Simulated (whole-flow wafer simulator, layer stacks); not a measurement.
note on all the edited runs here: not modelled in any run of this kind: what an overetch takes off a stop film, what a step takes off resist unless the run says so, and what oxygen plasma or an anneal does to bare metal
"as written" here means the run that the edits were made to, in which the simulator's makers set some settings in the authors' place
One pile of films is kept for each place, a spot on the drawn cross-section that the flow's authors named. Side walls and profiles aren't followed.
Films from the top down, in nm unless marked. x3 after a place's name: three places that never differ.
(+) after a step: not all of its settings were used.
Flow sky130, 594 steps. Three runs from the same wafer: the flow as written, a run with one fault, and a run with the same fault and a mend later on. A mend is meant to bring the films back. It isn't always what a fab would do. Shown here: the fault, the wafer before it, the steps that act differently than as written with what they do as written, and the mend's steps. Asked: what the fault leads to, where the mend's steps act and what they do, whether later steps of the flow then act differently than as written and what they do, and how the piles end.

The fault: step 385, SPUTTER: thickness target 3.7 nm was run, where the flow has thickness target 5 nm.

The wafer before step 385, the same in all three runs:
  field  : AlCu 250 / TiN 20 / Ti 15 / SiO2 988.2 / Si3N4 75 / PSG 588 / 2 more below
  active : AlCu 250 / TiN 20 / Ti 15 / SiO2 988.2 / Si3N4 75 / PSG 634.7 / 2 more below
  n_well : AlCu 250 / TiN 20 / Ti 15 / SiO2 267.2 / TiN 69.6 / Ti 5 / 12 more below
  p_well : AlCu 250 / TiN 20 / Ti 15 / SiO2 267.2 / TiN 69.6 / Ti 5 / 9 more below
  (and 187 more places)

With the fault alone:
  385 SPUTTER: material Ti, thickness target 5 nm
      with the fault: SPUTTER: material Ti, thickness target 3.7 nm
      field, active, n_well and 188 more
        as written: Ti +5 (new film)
        with the fault: Ti +3.7 (new film)
  Later steps of the flow that act differently than as written (19 more steps differ only slightly, by at most 2% or 0.5 nm, whichever is larger, and aren't shown):
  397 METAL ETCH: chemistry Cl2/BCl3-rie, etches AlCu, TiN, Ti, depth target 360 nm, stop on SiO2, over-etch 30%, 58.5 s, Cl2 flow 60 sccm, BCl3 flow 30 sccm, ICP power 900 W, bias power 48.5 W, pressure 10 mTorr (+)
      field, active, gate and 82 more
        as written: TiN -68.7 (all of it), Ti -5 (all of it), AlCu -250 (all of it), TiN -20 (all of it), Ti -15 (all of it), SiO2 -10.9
        with the fault: TiN -68.7 (all of it), Ti -3.7 (all of it), AlCu -250 (all of it), TiN -20 (all of it), Ti -15 (all of it), SiO2 -11.1
  At the end the piles differ from the flow's by more than 2% or 0.5 nm, whichever is larger, at n_well, p_well, gate_hv and 103 more.
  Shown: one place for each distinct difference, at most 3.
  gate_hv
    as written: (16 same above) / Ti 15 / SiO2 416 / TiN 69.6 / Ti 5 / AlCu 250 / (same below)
    with the fault: (16 same above) / Ti 15 / SiO2 417.3 / TiN 69.6 / Ti 3.7 / AlCu 250 / (same below)
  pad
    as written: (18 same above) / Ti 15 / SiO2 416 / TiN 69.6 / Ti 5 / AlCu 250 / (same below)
    with the fault: (18 same above) / Ti 15 / SiO2 417.3 / TiN 69.6 / Ti 3.7 / AlCu 250 / (same below)
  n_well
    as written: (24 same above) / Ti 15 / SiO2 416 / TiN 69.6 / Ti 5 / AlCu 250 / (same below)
    with the fault: (24 same above) / Ti 15 / SiO2 417.3 / TiN 69.6 / Ti 3.7 / AlCu 250 / (same below)

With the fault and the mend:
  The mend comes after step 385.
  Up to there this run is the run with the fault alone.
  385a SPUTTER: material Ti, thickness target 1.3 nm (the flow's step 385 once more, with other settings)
      field, active, n_well and 188 more
        Ti +1.3
  No later step of the flow acts differently than as written at any place that is followed.
  At the end the piles are the same as the flow's at every place that both follow.
